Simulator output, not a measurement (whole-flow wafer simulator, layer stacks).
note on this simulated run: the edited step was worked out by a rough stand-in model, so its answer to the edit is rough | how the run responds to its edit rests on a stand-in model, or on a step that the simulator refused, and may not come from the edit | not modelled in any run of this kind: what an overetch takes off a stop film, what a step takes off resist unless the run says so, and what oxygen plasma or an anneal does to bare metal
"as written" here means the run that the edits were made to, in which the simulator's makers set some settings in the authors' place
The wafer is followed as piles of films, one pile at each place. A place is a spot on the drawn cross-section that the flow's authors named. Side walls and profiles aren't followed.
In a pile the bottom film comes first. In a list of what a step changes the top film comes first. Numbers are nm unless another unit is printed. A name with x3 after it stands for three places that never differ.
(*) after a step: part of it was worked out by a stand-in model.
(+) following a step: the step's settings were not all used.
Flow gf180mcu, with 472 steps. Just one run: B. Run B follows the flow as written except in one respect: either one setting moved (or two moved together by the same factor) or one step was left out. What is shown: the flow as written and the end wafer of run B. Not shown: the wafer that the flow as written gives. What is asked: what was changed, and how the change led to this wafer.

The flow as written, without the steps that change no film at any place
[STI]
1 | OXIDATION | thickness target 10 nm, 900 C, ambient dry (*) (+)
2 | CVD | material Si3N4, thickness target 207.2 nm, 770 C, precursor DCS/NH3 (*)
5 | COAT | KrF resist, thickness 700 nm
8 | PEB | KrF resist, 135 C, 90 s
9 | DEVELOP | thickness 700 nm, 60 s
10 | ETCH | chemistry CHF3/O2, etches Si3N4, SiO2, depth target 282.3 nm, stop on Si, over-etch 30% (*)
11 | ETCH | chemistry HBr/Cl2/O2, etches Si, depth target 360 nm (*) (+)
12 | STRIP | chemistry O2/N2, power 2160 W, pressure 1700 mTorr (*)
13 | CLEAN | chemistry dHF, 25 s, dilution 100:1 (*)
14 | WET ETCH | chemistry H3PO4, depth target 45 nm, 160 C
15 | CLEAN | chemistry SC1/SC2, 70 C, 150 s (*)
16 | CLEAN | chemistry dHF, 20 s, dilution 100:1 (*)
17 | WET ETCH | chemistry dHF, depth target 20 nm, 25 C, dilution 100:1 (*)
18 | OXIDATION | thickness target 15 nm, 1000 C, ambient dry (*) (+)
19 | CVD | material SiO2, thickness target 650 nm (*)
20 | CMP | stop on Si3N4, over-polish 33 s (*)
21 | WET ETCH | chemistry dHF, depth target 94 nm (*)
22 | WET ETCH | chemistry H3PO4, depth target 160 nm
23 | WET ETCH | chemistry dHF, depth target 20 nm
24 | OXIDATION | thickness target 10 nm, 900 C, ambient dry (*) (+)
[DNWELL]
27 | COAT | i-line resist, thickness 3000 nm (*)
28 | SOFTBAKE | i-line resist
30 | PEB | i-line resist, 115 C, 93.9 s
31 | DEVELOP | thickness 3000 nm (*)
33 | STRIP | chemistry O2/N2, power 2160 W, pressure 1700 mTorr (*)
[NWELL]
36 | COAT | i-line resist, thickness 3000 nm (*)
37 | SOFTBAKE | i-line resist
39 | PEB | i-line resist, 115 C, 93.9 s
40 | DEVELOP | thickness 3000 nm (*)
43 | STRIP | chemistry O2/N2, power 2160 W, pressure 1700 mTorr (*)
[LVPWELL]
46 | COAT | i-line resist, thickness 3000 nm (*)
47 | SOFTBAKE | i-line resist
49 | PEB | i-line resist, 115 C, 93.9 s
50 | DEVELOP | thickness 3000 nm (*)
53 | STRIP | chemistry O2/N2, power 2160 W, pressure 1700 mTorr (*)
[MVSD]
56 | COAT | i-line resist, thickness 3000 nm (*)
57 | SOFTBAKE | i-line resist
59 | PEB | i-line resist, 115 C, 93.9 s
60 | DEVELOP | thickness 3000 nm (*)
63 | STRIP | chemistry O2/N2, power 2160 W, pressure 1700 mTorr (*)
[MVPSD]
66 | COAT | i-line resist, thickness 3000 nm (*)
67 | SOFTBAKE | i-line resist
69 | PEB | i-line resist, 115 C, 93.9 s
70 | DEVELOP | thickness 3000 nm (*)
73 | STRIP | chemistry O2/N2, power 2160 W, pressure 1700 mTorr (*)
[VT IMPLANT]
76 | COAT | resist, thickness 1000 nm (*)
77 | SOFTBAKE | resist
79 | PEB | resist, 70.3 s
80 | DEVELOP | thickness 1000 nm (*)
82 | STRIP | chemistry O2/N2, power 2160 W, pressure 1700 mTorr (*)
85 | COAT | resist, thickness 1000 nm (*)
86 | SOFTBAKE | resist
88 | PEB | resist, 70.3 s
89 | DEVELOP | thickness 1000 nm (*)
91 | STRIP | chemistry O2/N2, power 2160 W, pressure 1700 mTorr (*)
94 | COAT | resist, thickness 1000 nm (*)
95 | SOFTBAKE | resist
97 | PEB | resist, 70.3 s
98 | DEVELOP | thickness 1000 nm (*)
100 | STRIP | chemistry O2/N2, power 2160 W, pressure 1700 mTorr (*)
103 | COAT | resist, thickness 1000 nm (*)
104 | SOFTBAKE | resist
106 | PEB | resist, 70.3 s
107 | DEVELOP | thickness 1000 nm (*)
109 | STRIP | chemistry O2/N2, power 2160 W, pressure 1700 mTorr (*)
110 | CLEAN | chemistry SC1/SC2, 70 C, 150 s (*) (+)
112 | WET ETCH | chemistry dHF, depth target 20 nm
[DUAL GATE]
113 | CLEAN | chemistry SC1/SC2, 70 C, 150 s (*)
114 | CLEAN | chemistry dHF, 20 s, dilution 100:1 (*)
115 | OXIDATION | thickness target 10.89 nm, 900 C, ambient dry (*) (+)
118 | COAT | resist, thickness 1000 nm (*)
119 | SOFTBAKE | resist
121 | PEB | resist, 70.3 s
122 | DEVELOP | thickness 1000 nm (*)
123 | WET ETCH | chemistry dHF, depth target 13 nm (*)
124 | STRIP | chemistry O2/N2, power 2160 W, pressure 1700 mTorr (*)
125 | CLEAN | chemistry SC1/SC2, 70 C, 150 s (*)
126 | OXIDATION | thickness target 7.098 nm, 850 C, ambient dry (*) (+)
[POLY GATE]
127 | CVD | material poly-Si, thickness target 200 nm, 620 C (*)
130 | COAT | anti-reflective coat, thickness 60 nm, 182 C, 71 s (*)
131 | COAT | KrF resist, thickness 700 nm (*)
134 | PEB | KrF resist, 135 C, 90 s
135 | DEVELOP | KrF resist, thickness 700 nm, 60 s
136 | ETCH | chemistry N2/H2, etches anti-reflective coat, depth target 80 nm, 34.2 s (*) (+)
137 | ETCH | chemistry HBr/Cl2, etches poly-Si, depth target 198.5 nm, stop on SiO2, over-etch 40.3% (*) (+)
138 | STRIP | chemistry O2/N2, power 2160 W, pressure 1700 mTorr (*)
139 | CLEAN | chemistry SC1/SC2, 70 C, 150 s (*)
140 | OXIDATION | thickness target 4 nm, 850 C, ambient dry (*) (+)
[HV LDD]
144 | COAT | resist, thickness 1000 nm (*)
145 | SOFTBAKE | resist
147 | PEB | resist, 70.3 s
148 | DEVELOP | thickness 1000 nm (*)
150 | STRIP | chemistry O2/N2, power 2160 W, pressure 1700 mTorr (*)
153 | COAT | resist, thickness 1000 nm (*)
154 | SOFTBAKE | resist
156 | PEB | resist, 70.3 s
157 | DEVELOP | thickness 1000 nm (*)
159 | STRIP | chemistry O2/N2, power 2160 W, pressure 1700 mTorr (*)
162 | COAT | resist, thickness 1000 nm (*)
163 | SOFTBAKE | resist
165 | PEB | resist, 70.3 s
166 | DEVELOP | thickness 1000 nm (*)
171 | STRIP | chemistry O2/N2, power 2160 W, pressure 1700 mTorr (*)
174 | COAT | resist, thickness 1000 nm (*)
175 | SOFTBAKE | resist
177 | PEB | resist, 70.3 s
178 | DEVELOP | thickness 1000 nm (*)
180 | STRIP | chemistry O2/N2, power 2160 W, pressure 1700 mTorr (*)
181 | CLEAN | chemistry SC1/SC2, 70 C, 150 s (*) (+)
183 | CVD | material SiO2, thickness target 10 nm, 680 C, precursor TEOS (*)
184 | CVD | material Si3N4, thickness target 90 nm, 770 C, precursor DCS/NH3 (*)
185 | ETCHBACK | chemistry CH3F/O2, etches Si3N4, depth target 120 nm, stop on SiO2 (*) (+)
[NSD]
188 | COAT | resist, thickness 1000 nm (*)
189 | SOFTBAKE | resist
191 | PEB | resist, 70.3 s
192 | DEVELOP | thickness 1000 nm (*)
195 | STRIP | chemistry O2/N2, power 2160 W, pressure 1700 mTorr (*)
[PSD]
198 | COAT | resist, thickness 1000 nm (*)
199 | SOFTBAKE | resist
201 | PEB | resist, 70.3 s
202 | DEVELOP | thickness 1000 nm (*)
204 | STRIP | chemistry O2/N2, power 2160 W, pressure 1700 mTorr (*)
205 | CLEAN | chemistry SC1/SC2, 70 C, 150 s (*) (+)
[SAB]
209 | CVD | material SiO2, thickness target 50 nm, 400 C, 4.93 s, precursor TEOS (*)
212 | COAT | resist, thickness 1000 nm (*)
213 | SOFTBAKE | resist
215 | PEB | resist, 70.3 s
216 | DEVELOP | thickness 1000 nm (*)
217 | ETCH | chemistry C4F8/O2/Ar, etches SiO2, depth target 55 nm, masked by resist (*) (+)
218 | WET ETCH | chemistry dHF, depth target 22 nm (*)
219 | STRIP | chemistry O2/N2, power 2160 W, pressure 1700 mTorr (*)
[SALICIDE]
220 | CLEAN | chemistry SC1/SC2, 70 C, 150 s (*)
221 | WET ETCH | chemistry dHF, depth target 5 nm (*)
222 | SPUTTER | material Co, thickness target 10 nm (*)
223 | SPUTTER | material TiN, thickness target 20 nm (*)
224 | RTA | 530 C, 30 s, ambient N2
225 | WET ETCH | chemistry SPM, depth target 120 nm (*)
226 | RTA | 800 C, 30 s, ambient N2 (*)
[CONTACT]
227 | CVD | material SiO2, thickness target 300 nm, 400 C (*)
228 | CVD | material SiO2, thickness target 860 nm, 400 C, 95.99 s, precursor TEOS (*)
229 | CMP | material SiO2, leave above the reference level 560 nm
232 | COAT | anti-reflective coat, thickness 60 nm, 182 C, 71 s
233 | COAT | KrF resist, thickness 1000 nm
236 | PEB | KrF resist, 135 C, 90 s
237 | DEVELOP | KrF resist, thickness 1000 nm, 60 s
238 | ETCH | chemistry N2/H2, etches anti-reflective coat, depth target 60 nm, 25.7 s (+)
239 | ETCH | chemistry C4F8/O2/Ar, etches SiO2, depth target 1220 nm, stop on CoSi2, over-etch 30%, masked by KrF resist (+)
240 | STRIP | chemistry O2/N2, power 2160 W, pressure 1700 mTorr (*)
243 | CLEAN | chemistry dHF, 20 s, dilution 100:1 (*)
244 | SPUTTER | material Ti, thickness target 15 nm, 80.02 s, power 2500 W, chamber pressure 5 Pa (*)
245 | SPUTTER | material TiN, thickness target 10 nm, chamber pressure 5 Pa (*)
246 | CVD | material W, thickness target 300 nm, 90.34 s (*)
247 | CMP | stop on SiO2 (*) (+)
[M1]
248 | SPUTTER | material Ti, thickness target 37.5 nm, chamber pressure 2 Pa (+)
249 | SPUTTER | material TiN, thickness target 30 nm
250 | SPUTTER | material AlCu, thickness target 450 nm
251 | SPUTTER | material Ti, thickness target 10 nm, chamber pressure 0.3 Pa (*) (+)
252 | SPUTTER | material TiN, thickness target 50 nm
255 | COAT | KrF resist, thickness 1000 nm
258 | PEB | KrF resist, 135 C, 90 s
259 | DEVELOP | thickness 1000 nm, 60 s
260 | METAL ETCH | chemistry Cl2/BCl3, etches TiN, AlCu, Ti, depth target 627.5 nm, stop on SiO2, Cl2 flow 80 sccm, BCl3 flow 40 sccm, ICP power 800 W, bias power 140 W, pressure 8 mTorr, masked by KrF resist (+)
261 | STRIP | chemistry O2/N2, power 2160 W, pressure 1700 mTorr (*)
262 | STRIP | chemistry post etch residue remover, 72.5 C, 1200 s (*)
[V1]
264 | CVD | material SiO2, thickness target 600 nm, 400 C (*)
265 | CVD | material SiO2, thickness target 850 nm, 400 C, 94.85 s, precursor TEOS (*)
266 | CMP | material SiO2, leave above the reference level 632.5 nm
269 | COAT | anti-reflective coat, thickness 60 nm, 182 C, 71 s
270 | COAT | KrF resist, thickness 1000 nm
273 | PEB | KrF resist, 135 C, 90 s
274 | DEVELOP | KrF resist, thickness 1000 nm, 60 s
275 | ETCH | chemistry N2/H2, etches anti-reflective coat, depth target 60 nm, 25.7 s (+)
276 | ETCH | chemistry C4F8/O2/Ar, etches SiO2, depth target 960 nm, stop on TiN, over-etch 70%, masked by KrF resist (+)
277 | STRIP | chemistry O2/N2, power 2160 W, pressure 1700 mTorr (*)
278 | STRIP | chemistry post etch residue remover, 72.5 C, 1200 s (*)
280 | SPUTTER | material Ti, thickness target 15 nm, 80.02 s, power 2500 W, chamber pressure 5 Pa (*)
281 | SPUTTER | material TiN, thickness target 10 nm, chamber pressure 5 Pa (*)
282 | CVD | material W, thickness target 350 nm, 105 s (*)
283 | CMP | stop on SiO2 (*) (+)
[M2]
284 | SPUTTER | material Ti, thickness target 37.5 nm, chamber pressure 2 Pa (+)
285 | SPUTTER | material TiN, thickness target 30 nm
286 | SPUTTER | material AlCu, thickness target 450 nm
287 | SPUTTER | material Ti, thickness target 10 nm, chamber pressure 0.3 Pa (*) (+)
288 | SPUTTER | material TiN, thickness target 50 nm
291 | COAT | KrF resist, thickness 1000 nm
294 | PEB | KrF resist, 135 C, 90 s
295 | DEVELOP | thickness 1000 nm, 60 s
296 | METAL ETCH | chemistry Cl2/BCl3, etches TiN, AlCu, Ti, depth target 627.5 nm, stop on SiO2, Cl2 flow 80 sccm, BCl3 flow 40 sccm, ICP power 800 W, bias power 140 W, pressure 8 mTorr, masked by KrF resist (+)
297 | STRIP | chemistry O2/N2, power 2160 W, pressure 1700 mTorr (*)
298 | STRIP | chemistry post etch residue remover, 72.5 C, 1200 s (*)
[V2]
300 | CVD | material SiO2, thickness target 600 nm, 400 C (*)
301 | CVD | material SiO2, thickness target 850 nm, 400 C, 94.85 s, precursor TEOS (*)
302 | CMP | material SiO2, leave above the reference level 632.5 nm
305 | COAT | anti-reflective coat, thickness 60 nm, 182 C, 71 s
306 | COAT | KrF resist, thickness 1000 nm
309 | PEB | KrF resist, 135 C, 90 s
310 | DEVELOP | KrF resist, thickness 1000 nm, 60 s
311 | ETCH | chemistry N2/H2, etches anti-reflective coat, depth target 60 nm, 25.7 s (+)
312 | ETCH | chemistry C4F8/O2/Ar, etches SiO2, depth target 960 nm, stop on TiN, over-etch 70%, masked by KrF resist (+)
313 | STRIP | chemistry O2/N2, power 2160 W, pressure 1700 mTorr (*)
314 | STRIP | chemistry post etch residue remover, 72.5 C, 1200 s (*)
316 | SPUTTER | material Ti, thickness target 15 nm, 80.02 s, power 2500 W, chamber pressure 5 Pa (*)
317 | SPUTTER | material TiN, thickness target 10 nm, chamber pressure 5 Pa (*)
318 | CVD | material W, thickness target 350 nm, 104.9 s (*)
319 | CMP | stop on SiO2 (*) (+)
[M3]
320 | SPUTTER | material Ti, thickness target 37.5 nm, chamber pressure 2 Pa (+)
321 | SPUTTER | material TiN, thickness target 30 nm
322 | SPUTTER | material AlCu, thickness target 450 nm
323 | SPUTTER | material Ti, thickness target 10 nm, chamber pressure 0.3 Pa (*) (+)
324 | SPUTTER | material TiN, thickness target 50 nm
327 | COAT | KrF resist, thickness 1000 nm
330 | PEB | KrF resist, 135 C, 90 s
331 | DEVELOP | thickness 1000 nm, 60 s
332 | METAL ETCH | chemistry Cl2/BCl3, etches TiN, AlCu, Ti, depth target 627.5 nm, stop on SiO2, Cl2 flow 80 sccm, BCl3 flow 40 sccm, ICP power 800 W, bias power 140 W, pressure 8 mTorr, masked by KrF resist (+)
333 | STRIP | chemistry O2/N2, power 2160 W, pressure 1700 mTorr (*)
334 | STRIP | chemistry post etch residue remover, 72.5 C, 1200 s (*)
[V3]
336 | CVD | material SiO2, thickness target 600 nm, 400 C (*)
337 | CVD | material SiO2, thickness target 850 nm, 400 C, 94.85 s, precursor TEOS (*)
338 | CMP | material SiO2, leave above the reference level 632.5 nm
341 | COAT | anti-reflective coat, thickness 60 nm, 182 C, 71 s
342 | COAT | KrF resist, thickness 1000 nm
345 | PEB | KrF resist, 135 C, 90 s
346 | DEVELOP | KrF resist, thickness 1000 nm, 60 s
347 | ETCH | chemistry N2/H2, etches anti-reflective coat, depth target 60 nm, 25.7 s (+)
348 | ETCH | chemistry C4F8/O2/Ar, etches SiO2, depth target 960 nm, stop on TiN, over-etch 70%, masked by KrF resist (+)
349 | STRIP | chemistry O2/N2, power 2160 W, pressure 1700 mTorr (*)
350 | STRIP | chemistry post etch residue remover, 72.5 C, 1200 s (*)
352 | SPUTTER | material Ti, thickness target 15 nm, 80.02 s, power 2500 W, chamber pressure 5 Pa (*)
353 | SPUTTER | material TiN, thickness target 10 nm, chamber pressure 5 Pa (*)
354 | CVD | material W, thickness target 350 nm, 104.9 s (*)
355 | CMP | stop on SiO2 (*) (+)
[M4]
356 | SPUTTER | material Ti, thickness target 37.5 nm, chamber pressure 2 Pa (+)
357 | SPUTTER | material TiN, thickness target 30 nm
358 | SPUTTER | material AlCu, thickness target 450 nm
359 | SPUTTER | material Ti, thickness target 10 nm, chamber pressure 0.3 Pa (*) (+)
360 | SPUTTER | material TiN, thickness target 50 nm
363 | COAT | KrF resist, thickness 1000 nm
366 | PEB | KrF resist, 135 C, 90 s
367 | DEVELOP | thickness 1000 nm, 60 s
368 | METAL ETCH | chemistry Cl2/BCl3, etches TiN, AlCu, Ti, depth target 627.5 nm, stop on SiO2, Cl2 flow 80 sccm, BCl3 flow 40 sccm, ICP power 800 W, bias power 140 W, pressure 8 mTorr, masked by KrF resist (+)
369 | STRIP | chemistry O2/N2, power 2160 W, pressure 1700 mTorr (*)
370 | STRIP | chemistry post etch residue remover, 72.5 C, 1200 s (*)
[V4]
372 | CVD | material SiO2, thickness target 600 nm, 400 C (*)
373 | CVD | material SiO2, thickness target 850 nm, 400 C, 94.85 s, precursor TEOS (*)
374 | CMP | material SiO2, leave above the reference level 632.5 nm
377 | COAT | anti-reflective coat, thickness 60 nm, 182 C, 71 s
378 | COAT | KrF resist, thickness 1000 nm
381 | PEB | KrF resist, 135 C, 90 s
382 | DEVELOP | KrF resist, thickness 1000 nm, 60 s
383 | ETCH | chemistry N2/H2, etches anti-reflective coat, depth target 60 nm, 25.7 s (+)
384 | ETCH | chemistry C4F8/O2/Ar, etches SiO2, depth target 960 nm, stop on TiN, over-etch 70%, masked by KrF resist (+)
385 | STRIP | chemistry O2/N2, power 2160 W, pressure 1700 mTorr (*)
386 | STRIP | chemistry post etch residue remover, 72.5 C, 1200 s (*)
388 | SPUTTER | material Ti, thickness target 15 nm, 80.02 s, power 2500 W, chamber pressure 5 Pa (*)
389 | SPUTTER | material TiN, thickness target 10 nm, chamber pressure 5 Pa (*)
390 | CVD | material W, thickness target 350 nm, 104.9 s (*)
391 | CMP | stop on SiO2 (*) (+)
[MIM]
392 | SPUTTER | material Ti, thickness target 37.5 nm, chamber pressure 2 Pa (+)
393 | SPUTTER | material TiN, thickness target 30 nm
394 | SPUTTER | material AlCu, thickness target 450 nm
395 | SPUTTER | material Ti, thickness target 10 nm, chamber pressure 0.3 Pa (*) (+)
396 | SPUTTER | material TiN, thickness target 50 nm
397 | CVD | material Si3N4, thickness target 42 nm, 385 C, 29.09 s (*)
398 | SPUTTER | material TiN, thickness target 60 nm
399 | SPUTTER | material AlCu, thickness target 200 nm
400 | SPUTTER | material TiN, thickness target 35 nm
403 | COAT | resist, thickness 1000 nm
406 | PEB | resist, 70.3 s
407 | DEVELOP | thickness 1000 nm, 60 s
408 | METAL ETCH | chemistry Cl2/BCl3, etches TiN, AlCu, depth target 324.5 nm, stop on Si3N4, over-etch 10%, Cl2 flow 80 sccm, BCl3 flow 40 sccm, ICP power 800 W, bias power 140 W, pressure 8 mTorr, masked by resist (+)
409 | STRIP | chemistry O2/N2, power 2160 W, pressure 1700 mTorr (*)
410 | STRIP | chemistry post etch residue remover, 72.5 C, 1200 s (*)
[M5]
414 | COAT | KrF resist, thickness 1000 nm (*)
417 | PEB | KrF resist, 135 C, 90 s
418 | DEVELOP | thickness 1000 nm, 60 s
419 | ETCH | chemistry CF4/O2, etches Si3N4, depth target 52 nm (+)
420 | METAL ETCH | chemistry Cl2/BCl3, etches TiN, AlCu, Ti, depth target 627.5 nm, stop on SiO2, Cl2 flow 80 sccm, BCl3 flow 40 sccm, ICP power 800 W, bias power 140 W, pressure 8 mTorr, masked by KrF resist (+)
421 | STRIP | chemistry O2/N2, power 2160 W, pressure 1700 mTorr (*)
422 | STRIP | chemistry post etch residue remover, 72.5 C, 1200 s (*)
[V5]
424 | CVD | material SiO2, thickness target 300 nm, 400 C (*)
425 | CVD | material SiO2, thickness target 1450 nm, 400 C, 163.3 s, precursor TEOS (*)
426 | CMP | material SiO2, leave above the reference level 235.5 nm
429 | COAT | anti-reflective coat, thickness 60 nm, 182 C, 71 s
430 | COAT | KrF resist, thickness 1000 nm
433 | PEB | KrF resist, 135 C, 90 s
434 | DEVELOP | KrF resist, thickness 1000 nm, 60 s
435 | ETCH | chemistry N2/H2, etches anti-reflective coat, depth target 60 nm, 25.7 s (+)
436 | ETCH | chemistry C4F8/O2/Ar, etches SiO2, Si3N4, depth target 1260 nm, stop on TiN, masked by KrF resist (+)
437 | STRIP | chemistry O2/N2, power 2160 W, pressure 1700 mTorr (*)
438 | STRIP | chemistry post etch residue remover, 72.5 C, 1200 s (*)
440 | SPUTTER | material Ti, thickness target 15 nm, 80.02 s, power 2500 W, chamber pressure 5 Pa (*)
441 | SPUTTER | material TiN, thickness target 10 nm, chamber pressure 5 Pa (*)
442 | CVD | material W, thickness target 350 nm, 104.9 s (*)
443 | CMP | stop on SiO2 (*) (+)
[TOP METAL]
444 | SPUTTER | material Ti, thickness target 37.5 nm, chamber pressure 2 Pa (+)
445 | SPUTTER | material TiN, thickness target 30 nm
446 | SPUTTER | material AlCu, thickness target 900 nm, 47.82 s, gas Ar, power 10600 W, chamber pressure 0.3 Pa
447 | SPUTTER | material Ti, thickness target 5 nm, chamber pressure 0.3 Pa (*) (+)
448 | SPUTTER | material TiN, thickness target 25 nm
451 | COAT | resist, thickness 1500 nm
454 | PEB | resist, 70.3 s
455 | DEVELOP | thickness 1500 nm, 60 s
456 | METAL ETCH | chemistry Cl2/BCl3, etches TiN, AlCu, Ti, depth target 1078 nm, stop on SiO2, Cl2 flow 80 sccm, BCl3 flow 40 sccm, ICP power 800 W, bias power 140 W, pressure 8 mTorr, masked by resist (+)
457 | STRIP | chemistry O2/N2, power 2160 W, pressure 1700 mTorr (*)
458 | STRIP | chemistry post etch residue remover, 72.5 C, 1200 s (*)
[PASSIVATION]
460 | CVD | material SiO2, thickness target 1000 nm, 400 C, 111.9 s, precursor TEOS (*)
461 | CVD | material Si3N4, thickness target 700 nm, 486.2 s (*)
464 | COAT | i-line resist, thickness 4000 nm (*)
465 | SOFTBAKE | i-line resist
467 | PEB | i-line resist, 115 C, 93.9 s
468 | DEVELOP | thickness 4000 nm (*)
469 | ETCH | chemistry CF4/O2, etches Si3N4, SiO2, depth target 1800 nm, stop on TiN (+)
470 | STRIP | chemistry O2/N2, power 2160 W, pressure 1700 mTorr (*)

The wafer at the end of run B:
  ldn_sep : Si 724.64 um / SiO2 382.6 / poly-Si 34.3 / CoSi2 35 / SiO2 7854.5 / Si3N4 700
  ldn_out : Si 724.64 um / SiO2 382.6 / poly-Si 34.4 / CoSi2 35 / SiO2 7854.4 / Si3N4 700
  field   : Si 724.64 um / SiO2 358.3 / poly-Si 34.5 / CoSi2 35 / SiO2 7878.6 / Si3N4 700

The reason: step 137, ETCH: depth target 89.3 nm was run, though the flow has depth target 198.5 nm.

The path from the change to this, step by step:
  137 | ETCH | chemistry HBr/Cl2, etches poly-Si, depth target 198.5 nm, stop on SiO2, over-etch 40.3% (*) (+)
      field__w3, field__w12, field_sub and 14 more: poly-Si loses 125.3 (it would be, as written: poly-Si loses 199 (all of it), SiO2 loses 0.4)
      field__w6, sti, m1 and 11 more: poly-Si loses 125.3 (it would be, as written: poly-Si loses 198.8 (all of it), SiO2 loses 0.4)
      (also at 61 further places)
  138 | STRIP | chemistry O2/N2, power 2160 W, pressure 1700 mTorr (*)
      field, field__w1, field__w2 and 61 more: chemical SiO2 gains 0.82 (new film), poly-Si loses 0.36 (it would be, as written: nothing)
      gate: chemical SiO2 gains 0.67 (new film), KrF resist loses 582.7 (all of it), anti-reflective coat loses 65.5 (all of it), poly-Si loses 0.3 (it would be, as written: chemical SiO2 gains 0.68 (new film), KrF resist loses 531.7 (all of it), anti-reflective coat loses 65.5 (all of it), poly-Si loses 0.3)
      (also at 27 further places)
  139 | CLEAN | chemistry SC1/SC2, 70 C, 150 s (*)
      field, field__w1, field__w2 and 34 more: chemical SiO2 loses 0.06, poly-Si loses 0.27 (it would be, as written: SiO2 loses 0.68)
  140 | OXIDATION | thickness target 4 nm, 850 C, ambient dry (*) (+)
      field, field__w1, field__w2 and 21 more: SiO2 gains 4 (new film), chemical SiO2 loses 0.76 (all of it), poly-Si loses 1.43 (it would be, as written: SiO2 gains 0.15, Si loses 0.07)
      active_hv, active_nat, ld_sd_n and 11 more: SiO2 gains 4 (new film), chemical SiO2 loses 0.76 (all of it), poly-Si loses 1.43 (it would be, as written: SiO2 gains 0.96, Si loses 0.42)
      (also at 26 further places)
  144 | COAT | resist, thickness 1000 nm (*)
      polyc_n, polyc_p: resist gains 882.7 (new film) (it would be, as written: resist gains 817.8 (new film))
      field_sub__w4: resist gains 1025.2 (new film) (it would be, as written: resist gains 1047.7 (new film))
      (also at 30 further places)
  145 | SOFTBAKE | resist
      nw_enc_fld_lv__w3: resist loses 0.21 (it would be, as written: resist gains 2.63)
      field__w1: resist gains 2.34 (it would be, as written: resist gains 4.19)
      (also at 69 further places)
  147 | PEB | resist, 70.3 s
      ld_gate_n, ld_acc_n, ld_gate_p, ld_acc_p: resist loses 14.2 (it would be, as written: resist loses 13.2)
      polyc_n, polyc_n_rim, polyc_p, polyc_p_rim: resist loses 13.5 (it would be, as written: resist loses 12.2)
      (also at 24 further places)
  148 | DEVELOP | thickness 1000 nm (*)
      gate: resist loses 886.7 (all of it) (it would be, as written: resist loses 822.7 (all of it))
      npoly_u: resist loses 883.2 (all of it) (it would be, as written: resist loses 821.5 (all of it))
      (also at 3 further places)
  150 | STRIP | chemistry O2/N2, power 2160 W, pressure 1700 mTorr (*)
      field_sub__w4: resist loses 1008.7 (all of it) (it would be, as written: resist loses 1030.9 (all of it))
      gate_hv: resist loses 884.3 (all of it) (it would be, as written: resist loses 824.2 (all of it))
      (also at 26 further places)
  153 | COAT | resist, thickness 1000 nm (*)
      polyc_n, polyc_p: resist gains 882.7 (new film) (it would be, as written: resist gains 817.8 (new film))
      field_sub__w4: resist gains 1025.2 (new film) (it would be, as written: resist gains 1047.7 (new film))
      (also at 30 further places)
  154 | SOFTBAKE | resist
      nw_enc_fld_lv__w3: resist loses 0.21 (it would be, as written: resist gains 2.63)
      field__w1: resist gains 2.34 (it would be, as written: resist gains 4.19)
      (also at 69 further places)
  156 | PEB | resist, 70.3 s
      ld_gate_n, ld_acc_n, ld_gate_p, ld_acc_p: resist loses 14.2 (it would be, as written: resist loses 13.2)
      polyc_n, polyc_n_rim, polyc_p, polyc_p_rim: resist loses 13.5 (it would be, as written: resist loses 12.2)
      (also at 24 further places)
  157 | DEVELOP | thickness 1000 nm (*)
      gate_p: resist loses 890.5 (all of it) (it would be, as written: resist loses 828.7 (all of it))
      ppoly_u: resist loses 886.6 (all of it) (it would be, as written: resist loses 827 (all of it))
      (also at 3 further places)
  159 | STRIP | chemistry O2/N2, power 2160 W, pressure 1700 mTorr (*)
      field_sub__w4: resist loses 1008.7 (all of it) (it would be, as written: resist loses 1030.9 (all of it))
      gate: resist loses 886.7 (all of it) (it would be, as written: resist loses 822.7 (all of it))
      (also at 26 further places)
  162 | COAT | resist, thickness 1000 nm (*)
      polyc_n, polyc_p: resist gains 882.7 (new film) (it would be, as written: resist gains 817.8 (new film))
      field_sub__w4: resist gains 1025.2 (new film) (it would be, as written: resist gains 1047.7 (new film))
      (also at 30 further places)
  163 | SOFTBAKE | resist
      nw_enc_fld_lv__w3: resist loses 0.21 (it would be, as written: resist gains 2.63)
      field__w1: resist gains 2.34 (it would be, as written: resist gains 4.19)
      (also at 69 further places)
  ... another 36 steps ...
  246 | CVD | material W, thickness target 300 nm, 90.34 s (*)
      polyc_n, polyc_p: W gains 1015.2 (new film) (it would be, as written: W gains 936.1 (new film))
Taking metal films that touch as one body, ldn_sep has 1 body; the flow as written gives 0 bodies.
Taking metal films that touch as one body, ldn_out has 1 body; the flow as written gives 0 bodies.
Taking metal films that touch as one body, field has 1 body; the flow as written gives 0 bodies.
